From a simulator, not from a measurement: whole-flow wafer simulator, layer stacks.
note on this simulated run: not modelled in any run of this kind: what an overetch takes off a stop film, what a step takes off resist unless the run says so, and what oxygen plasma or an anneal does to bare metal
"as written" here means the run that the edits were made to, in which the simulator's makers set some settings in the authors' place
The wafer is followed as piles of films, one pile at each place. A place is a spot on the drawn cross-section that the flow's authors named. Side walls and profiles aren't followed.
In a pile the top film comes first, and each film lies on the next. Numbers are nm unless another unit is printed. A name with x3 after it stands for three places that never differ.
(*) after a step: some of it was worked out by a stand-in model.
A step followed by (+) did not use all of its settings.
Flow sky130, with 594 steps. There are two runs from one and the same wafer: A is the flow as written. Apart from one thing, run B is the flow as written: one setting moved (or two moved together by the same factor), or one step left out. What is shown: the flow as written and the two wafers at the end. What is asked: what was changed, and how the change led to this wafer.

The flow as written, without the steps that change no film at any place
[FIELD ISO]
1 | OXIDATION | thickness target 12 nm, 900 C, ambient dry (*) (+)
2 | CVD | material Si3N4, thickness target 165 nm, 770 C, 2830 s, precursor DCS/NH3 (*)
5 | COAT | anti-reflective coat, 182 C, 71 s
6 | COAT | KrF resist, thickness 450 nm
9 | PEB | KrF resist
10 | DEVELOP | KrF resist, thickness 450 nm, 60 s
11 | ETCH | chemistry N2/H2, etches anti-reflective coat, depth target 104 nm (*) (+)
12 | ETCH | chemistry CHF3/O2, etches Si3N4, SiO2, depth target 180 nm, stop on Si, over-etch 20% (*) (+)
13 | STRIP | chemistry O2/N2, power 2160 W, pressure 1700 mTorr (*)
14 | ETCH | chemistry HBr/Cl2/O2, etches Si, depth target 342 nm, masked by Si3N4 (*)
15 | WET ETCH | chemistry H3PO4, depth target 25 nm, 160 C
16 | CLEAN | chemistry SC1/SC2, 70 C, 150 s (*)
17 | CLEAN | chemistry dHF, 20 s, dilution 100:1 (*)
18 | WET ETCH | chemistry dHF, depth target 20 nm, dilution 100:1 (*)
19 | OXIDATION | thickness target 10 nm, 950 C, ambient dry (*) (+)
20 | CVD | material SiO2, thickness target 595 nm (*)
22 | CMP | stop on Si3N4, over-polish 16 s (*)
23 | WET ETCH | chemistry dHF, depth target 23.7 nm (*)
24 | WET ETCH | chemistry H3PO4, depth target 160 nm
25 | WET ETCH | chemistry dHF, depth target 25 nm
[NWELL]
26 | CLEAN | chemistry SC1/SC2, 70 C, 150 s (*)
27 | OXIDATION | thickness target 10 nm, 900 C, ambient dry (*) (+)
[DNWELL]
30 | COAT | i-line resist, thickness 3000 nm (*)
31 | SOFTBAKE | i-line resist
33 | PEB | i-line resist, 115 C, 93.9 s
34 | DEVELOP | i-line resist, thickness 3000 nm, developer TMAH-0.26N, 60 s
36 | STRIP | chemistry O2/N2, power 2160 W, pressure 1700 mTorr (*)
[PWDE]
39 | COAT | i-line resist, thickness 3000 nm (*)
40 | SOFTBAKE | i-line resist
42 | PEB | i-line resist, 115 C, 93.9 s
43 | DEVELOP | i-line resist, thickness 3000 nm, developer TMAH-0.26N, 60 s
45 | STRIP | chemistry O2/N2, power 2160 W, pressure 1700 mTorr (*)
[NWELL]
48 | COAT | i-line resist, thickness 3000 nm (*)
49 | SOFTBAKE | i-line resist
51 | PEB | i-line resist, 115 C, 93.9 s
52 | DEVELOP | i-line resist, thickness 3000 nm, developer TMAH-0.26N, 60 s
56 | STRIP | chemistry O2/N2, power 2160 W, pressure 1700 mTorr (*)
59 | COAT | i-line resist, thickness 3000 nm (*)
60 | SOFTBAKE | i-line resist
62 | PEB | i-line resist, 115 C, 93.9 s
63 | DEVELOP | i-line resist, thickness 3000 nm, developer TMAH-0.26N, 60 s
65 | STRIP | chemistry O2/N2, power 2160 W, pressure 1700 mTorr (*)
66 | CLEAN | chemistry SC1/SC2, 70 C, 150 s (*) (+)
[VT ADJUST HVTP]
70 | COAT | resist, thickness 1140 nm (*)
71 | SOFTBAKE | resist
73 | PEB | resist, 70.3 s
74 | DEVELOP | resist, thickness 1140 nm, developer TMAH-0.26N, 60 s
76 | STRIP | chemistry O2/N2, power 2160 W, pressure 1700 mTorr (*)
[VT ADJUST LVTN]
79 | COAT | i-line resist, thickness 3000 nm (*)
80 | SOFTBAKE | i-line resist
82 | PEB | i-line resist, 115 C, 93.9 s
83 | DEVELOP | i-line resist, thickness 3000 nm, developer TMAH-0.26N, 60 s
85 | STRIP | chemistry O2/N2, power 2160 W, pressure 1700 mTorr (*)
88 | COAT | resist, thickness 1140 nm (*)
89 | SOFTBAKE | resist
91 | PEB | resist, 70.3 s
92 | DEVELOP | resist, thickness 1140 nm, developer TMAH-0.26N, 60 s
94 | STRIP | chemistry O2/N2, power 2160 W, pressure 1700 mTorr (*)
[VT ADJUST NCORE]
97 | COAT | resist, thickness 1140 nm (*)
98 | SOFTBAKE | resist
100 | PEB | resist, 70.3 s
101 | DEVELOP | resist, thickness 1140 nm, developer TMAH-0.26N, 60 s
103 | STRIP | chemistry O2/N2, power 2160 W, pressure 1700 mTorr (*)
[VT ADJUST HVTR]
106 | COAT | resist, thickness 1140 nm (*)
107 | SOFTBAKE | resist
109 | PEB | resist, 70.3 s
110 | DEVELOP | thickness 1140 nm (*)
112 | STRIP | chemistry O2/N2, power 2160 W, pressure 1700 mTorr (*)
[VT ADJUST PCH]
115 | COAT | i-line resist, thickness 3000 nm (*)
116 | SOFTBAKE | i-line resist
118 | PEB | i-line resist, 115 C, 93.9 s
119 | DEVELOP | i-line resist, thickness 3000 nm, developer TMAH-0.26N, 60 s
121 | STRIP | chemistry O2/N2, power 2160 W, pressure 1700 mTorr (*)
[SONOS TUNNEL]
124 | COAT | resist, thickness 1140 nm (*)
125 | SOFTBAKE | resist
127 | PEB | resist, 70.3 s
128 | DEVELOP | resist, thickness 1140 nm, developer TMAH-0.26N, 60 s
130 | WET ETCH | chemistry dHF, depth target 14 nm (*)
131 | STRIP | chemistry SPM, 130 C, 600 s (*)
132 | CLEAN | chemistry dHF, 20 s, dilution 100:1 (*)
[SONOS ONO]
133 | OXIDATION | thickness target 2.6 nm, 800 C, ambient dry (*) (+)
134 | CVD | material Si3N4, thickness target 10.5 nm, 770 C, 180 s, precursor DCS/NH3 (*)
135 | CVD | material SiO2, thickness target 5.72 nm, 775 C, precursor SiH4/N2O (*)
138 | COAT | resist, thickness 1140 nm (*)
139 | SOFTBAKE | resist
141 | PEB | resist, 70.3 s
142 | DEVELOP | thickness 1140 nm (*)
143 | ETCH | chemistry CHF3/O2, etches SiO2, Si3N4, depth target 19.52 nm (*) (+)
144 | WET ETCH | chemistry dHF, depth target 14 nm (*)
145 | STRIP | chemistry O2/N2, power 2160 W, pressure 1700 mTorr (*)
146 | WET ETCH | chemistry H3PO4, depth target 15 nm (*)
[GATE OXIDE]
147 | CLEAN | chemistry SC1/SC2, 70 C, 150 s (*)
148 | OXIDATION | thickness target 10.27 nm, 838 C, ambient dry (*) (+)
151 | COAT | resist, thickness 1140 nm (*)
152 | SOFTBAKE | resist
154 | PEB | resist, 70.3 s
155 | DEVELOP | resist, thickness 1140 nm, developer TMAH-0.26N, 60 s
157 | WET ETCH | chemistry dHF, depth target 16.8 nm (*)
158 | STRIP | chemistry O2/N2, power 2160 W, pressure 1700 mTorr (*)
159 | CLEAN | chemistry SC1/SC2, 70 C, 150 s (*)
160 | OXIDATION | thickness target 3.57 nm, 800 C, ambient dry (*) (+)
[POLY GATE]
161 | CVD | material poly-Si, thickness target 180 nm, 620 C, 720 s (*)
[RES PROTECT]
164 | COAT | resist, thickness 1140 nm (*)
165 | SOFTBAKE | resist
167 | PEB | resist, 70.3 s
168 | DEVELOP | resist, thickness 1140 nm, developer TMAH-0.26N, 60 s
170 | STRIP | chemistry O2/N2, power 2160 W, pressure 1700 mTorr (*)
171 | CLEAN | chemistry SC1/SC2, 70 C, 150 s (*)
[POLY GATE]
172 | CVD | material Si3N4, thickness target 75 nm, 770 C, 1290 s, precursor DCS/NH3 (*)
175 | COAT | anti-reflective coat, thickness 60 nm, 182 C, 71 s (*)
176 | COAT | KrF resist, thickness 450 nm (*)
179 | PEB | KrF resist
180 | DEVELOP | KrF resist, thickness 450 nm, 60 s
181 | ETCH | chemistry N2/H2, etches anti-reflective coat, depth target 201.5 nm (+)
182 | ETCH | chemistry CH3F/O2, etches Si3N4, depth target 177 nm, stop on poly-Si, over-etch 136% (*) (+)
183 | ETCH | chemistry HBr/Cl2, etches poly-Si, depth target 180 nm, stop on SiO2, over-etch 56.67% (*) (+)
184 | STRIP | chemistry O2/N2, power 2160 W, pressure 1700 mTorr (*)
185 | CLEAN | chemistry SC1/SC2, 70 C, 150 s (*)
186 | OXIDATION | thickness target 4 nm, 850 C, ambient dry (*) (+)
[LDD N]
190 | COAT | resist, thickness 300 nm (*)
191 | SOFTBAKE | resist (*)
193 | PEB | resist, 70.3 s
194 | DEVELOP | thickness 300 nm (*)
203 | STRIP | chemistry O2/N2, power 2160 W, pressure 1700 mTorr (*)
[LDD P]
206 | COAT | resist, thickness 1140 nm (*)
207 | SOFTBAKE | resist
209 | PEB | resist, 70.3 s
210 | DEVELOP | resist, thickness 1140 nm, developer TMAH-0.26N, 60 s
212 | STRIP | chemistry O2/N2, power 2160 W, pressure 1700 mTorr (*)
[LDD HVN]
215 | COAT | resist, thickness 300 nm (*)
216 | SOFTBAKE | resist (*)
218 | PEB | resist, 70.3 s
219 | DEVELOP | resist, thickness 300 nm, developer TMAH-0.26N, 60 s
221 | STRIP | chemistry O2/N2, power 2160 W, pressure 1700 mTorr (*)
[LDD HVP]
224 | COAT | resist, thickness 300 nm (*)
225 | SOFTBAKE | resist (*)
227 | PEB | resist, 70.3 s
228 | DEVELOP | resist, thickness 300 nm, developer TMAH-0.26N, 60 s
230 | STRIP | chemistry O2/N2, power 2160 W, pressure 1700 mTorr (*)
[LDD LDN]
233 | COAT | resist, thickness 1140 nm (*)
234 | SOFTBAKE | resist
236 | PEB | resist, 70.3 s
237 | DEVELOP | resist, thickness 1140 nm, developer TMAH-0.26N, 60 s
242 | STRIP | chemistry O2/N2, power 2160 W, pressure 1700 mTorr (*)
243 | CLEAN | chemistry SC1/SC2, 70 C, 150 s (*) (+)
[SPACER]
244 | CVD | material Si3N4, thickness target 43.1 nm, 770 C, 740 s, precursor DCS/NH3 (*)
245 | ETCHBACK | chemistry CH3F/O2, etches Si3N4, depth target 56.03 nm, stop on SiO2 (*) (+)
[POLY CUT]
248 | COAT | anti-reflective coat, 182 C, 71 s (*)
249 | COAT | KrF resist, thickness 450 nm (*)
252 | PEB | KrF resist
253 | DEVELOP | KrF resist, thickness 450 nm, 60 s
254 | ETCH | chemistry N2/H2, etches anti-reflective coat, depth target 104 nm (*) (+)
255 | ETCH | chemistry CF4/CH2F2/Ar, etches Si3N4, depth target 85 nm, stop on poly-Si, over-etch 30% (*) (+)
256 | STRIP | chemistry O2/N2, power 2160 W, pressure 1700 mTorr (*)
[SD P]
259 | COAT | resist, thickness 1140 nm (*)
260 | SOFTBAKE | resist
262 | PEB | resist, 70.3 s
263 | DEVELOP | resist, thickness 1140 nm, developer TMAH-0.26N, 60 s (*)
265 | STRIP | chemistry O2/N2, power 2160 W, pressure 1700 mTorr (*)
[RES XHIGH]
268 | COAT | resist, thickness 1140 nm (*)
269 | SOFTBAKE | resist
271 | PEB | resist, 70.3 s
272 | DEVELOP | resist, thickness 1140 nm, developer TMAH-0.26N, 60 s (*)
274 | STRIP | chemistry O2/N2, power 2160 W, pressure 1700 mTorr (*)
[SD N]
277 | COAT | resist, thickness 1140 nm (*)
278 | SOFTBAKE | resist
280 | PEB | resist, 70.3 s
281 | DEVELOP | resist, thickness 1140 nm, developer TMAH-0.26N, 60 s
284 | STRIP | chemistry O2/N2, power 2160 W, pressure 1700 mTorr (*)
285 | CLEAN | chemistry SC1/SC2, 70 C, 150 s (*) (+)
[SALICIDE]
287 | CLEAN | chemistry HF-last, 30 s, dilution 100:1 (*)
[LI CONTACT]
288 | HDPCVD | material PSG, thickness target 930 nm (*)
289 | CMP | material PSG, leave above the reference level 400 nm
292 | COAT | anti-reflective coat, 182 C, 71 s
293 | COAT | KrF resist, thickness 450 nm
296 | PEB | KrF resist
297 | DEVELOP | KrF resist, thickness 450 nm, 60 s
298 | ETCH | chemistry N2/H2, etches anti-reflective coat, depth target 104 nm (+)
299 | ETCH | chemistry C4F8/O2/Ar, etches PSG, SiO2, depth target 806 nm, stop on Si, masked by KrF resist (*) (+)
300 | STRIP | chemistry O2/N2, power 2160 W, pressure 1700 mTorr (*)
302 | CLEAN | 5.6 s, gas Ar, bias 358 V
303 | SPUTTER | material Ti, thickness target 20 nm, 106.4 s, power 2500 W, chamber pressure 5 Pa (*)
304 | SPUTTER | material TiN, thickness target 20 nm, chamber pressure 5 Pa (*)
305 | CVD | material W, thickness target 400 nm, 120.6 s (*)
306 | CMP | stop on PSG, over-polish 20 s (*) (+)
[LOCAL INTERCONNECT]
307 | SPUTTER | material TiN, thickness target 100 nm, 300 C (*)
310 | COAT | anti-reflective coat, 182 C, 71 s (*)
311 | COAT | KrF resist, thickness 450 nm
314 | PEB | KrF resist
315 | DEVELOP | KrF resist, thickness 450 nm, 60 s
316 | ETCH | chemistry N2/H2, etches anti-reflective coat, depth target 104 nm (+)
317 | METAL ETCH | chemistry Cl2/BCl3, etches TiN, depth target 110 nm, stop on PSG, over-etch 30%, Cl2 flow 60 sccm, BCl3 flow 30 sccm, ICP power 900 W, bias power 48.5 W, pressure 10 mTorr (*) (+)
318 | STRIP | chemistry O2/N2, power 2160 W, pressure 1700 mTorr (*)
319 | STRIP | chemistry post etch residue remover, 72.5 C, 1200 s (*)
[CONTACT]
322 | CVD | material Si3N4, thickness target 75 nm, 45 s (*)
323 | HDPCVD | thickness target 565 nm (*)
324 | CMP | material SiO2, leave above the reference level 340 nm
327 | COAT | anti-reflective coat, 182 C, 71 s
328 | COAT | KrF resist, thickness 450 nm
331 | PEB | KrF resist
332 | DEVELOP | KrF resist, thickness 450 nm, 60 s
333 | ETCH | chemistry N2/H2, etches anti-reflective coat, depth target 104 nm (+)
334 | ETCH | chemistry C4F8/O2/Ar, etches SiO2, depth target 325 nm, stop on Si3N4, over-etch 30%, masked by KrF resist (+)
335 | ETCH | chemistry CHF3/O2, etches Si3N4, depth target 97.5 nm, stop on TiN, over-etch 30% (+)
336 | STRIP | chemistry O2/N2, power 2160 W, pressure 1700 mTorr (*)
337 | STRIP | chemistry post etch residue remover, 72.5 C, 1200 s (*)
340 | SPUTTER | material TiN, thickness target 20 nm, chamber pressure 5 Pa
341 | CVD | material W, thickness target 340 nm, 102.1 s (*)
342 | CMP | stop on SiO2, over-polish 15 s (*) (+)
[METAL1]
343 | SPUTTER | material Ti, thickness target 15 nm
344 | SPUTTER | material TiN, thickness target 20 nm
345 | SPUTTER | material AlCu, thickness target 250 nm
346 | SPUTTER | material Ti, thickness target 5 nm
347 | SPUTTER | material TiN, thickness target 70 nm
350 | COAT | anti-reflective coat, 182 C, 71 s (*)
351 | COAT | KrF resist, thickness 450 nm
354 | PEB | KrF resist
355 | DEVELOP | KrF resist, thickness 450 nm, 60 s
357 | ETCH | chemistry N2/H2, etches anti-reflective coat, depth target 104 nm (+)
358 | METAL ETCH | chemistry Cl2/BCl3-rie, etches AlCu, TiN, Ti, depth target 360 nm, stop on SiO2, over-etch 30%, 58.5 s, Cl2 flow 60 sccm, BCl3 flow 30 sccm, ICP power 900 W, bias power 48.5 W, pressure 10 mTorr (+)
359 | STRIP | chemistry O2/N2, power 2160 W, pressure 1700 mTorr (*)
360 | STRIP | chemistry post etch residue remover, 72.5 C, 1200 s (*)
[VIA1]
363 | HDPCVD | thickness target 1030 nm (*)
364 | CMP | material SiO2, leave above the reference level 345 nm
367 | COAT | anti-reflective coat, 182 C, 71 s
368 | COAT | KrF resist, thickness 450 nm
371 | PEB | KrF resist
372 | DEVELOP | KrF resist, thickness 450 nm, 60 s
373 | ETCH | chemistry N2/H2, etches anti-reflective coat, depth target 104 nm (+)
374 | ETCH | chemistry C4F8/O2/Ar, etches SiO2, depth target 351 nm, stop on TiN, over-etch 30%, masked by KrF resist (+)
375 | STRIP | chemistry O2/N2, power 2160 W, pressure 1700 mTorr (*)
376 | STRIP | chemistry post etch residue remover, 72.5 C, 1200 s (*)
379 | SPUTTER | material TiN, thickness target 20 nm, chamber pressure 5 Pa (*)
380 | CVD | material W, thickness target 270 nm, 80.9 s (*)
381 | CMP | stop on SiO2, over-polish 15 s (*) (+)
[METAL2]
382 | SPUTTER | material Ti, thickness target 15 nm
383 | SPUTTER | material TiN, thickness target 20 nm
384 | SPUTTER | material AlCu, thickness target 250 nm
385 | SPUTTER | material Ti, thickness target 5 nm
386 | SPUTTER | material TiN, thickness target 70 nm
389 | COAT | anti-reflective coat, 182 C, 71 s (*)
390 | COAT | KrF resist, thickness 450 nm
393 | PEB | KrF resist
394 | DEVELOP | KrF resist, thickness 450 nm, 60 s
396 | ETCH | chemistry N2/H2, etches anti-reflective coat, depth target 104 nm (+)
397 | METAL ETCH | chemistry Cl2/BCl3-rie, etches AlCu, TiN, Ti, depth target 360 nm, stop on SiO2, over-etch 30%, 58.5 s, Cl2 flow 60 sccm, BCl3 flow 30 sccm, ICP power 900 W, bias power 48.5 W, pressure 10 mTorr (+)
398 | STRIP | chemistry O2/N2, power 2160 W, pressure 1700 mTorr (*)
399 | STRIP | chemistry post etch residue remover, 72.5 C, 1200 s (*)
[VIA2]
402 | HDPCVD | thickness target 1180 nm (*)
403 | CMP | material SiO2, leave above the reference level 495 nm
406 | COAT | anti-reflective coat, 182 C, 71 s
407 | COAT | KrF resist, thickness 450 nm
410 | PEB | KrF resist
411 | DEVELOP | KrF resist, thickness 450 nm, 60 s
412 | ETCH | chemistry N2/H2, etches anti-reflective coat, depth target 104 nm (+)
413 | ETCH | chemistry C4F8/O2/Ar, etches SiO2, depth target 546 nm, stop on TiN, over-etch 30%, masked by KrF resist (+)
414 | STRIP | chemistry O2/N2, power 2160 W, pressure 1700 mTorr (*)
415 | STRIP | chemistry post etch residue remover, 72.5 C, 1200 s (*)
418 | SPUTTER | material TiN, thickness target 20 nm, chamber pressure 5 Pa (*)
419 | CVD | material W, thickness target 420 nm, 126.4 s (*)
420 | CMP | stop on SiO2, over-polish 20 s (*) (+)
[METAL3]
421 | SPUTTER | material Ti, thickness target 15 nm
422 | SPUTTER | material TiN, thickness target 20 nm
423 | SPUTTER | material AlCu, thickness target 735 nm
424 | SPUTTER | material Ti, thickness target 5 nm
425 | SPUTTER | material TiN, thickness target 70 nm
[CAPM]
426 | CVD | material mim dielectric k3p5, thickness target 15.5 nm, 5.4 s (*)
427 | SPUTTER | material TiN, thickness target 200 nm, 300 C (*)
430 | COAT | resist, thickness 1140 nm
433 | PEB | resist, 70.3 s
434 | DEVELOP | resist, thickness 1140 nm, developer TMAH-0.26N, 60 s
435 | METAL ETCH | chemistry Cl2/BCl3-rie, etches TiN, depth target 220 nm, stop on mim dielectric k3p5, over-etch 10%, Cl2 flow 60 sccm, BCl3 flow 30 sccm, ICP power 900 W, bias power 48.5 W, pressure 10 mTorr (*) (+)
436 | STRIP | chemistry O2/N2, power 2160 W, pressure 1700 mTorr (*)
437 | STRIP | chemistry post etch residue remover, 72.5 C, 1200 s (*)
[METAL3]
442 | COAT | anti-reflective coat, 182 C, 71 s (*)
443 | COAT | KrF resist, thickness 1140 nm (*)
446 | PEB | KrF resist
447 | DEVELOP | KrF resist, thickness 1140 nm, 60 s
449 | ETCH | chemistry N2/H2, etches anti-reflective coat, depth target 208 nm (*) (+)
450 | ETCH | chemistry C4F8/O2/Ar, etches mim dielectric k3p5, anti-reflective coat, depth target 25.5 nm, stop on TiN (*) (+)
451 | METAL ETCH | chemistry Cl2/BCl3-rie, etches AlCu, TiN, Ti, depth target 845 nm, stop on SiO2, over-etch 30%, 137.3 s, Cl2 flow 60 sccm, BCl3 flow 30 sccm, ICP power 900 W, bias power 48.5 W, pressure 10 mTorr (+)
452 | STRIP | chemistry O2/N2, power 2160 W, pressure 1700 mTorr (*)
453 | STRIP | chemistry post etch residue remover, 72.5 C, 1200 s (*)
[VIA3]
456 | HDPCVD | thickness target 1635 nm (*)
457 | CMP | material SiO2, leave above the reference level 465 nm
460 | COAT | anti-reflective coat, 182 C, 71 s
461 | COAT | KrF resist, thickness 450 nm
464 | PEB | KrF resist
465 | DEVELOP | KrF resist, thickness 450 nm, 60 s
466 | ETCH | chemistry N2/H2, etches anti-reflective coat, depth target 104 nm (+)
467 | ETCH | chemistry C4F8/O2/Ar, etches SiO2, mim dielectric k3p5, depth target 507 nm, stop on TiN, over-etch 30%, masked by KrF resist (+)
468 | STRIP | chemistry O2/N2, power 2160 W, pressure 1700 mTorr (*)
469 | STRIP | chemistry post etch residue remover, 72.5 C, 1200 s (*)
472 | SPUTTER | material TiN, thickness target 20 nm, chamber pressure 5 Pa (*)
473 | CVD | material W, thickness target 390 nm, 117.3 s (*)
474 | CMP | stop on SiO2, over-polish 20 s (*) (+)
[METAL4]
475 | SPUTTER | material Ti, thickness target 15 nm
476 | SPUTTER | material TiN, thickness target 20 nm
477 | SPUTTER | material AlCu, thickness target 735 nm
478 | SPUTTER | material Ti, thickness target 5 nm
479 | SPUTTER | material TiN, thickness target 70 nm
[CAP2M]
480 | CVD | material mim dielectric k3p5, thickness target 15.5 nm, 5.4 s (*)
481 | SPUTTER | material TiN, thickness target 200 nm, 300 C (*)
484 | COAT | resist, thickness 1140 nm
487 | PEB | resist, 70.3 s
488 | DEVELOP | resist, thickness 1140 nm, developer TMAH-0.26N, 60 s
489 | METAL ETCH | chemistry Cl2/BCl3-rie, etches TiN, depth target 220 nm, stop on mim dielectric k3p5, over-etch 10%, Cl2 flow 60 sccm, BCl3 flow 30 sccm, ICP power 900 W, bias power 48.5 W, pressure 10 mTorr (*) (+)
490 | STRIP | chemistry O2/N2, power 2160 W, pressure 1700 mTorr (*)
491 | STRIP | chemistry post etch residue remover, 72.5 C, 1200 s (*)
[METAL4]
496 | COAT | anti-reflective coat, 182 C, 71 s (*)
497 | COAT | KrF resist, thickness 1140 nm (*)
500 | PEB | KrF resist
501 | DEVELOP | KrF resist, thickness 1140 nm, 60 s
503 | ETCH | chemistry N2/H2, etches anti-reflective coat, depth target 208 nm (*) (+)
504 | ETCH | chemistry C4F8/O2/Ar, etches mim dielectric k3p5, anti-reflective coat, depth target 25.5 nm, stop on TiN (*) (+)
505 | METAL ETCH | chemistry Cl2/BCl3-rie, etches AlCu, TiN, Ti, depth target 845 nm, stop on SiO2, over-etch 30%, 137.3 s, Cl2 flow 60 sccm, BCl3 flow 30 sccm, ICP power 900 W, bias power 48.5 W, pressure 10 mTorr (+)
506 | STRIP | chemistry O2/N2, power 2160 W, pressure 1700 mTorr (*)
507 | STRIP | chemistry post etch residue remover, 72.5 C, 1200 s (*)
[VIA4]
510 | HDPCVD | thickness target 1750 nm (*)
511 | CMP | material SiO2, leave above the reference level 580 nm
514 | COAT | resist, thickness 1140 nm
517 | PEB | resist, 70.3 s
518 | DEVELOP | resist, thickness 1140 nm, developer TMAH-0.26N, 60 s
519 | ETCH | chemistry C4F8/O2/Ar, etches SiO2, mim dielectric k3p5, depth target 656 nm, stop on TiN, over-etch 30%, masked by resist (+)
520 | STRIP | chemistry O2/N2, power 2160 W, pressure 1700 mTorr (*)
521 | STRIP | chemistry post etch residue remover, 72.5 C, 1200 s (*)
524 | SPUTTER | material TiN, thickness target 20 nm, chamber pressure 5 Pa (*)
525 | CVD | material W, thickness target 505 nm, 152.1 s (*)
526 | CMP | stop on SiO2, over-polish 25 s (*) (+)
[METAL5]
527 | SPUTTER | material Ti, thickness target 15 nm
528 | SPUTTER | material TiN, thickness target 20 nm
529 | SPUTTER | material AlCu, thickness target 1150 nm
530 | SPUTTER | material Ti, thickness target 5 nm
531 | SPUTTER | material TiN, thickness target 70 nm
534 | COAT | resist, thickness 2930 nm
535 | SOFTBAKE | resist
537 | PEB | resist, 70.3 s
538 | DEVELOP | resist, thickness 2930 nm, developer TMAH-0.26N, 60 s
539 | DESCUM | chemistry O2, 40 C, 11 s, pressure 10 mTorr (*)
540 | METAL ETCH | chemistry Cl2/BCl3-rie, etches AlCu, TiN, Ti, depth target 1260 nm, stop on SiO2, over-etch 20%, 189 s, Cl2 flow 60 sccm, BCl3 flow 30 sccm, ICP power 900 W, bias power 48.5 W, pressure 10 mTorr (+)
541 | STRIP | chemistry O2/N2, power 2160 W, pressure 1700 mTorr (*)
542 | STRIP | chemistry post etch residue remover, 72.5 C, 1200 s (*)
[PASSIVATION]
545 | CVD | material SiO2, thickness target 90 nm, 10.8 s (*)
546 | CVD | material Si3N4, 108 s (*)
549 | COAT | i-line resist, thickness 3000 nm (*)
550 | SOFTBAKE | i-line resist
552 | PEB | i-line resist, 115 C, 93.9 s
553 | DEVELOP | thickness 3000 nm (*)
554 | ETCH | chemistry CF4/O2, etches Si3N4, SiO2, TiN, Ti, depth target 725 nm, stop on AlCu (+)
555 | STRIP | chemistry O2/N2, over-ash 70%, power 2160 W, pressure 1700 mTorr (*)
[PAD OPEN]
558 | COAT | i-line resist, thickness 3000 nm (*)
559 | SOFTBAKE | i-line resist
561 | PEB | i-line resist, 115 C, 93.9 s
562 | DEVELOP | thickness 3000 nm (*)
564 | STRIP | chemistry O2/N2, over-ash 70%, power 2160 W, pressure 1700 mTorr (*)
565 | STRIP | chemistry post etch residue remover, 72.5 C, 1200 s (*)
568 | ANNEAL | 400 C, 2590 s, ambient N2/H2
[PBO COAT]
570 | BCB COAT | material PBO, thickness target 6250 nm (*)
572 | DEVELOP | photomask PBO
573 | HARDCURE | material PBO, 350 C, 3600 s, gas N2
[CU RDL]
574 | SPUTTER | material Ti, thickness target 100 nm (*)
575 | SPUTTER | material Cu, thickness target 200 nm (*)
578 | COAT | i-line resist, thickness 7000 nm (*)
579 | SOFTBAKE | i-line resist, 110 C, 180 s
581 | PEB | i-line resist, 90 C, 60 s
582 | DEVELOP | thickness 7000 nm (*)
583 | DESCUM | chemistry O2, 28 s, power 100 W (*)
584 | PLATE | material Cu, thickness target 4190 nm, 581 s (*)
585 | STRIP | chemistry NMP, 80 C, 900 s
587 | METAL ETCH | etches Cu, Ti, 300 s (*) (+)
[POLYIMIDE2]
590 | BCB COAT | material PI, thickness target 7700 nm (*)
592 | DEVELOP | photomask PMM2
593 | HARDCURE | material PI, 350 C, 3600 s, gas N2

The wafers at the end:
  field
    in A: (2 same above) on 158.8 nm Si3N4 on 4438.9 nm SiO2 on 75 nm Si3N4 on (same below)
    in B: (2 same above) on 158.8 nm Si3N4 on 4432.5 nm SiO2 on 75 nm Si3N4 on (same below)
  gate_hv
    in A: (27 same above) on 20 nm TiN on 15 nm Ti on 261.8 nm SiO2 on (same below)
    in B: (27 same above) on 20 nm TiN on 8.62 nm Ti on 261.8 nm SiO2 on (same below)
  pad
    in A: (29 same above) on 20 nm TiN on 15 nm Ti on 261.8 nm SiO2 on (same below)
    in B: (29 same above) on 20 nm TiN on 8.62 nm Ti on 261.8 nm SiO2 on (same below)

What caused this: step 343, SPUTTER: thickness target 8.62 nm was run, whereas the flow has thickness target 15 nm.
The wafer lets one read it off: gate_hv has Ti 8.62, and step 343 as written asks for 15 nm.

How this came from the change, step by step:
  343 | SPUTTER | material Ti, thickness target 15 nm
      field, active, n_well and 188 more: A Ti gains 15 (new film) | B Ti gains 8.62 (new film)
  358 | METAL ETCH | chemistry Cl2/BCl3-rie, etches AlCu, TiN, Ti, depth target 360 nm, stop on SiO2, over-etch 30%, 58.5 s, Cl2 flow 60 sccm, BCl3 flow 30 sccm, ICP power 900 W, bias power 48.5 W, pressure 10 mTorr (+)
      field, active, gate and 81 more: A TiN loses 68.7 (all of it), Ti loses 5 (all of it), AlCu loses 250 (all of it), TiN loses 20 (all of it), Ti loses 15 (all of it), SiO2 loses 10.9 | B TiN loses 68.7 (all of it), Ti loses 5 (all of it), AlCu loses 250 (all of it), TiN loses 20 (all of it), Ti loses 8.62 (all of it), SiO2 loses 11.6
